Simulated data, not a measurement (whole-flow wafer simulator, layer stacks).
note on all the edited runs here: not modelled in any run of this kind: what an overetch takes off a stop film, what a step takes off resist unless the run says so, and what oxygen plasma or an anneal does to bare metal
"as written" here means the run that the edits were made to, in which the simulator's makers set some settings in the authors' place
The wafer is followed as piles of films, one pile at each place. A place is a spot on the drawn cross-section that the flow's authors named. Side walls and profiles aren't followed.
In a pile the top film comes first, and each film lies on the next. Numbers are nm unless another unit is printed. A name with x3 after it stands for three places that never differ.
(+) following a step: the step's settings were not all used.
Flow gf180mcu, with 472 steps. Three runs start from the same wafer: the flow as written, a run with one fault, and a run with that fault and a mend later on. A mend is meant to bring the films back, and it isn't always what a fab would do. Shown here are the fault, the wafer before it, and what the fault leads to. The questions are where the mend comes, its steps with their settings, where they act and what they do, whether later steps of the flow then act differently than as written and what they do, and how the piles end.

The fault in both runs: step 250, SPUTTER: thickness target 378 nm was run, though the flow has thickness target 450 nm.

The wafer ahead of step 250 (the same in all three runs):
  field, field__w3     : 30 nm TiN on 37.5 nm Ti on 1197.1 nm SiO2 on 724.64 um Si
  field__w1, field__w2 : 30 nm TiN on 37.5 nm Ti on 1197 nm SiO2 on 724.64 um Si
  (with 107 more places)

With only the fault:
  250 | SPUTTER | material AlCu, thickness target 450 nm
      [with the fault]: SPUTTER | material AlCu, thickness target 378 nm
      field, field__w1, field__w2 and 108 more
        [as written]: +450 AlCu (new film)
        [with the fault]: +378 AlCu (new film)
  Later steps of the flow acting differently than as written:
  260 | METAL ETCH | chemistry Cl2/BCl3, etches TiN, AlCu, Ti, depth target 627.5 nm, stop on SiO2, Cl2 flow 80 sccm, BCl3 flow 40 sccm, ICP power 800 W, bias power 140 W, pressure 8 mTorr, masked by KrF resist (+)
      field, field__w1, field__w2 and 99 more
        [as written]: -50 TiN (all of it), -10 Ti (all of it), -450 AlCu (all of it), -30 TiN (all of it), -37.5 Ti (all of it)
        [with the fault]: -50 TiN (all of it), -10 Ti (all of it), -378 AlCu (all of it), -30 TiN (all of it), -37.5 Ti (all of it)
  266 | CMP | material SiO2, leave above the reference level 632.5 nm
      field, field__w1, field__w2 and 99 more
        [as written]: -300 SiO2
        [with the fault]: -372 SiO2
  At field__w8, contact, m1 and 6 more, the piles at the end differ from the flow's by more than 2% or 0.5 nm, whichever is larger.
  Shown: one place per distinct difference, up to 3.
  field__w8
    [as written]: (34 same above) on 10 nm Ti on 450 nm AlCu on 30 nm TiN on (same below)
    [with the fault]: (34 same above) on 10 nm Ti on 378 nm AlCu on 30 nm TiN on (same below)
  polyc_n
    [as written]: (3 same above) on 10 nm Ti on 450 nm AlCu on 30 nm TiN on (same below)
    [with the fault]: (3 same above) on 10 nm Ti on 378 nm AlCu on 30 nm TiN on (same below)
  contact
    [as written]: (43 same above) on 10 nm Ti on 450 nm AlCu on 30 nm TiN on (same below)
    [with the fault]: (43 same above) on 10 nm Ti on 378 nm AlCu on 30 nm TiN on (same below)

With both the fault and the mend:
  The mend follows step 250.
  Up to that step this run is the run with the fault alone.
  250a | SPUTTER | material AlCu, thickness target 72 nm (the flow's step 250, run once more with other settings)
      field, field__w1, field__w2 and 108 more
        +72 AlCu
  Later steps of the flow that are run all act as written at every place that is followed.
  At every place that both follow, the piles at the end match the flow's.
